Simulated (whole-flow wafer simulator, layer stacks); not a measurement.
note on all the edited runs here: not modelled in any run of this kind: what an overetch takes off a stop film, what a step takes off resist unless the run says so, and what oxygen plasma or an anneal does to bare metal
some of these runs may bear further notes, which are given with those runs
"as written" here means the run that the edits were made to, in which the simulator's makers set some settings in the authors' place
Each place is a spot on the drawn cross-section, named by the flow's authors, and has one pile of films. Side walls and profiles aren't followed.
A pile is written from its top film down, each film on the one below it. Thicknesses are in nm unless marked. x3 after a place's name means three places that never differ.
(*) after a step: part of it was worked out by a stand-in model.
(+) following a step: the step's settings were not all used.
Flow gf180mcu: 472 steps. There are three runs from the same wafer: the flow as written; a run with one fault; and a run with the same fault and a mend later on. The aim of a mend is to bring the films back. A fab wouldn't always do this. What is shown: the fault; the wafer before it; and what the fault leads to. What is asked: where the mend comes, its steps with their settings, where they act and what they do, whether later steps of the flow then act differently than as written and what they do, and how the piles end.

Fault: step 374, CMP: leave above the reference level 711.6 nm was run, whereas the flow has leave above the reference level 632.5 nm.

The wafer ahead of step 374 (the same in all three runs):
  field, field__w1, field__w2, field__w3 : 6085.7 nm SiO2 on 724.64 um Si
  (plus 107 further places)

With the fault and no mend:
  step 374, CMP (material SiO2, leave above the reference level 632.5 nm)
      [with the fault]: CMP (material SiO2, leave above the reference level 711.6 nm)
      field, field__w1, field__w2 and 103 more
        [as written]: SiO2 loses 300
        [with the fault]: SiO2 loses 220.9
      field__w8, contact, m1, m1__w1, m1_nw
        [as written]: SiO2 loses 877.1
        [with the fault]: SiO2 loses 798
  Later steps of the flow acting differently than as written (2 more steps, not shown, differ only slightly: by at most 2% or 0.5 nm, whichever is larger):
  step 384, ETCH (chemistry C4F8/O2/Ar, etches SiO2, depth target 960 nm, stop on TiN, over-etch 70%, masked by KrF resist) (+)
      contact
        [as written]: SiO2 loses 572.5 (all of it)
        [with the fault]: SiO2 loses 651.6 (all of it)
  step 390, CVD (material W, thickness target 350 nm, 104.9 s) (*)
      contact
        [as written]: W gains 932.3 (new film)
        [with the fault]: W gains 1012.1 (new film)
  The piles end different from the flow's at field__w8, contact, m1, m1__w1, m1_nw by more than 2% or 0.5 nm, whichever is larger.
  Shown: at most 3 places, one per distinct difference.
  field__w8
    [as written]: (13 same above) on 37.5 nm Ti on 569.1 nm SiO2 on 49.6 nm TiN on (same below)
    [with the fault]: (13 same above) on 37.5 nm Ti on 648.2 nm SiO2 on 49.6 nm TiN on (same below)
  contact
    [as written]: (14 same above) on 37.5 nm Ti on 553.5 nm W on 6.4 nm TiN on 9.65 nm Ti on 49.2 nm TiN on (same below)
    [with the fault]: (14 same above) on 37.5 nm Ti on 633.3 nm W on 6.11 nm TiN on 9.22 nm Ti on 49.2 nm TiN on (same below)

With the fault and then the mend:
  After step 382 comes the mend.
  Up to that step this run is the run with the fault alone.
  step 382a, STRIP (chemistry O2/N2, power 2160 W, pressure 1700 mTorr) (*)
      field, field__w1, field__w2 and 107 more
        KrF resist loses 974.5 (all of it), anti-reflective coat loses 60 (all of it)
      contact
        anti-reflective coat loses 60 (all of it)
  step 382b, CMP (material SiO2, leave above the reference level 632.5 nm) (a further turn of the flow's step 374)
      field, field__w1, field__w2 and 108 more
        SiO2 loses 79.1
  step 382c, HMDS (120 C, 60 s) (a further turn of the flow's step 376)
      leaves every film unchanged at each place that is followed
  step 382d, COAT (anti-reflective coat, thickness 60 nm, 182 C, 71 s) (a further turn of the flow's step 377)
      field, field__w1, field__w2 and 108 more
        anti-reflective coat gains 60 (new film)
  step 382e, COAT (KrF resist, thickness 1000 nm) (a further turn of the flow's step 378)
      field, field__w1, field__w2 and 108 more
        KrF resist gains 1000 (new film)
  step 382f, SOFTBAKE (KrF resist) (a further turn of the flow's step 379)
      leaves every film unchanged at each place that is followed
  step 382g, EXPOSE (photomask Via4) (a further turn of the flow's step 380)
      leaves every film unchanged at each place that is followed
  step 382h, PEB (KrF resist, 135 C, 90 s) (a further turn of the flow's step 381)
      field, field__w1, field__w2 and 108 more
        KrF resist loses 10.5
  step 382i, DEVELOP (KrF resist, thickness 1000 nm, 60 s) (a further turn of the flow's step 382)
      field, field__w1, field__w2 and 107 more
        KrF resist loses 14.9
      contact
        KrF resist loses 989.5 (all of it)
  None of the later steps of the flow acts differently than as written at any place that is followed.
  At every place that both follow, the piles at the end match the flow's.
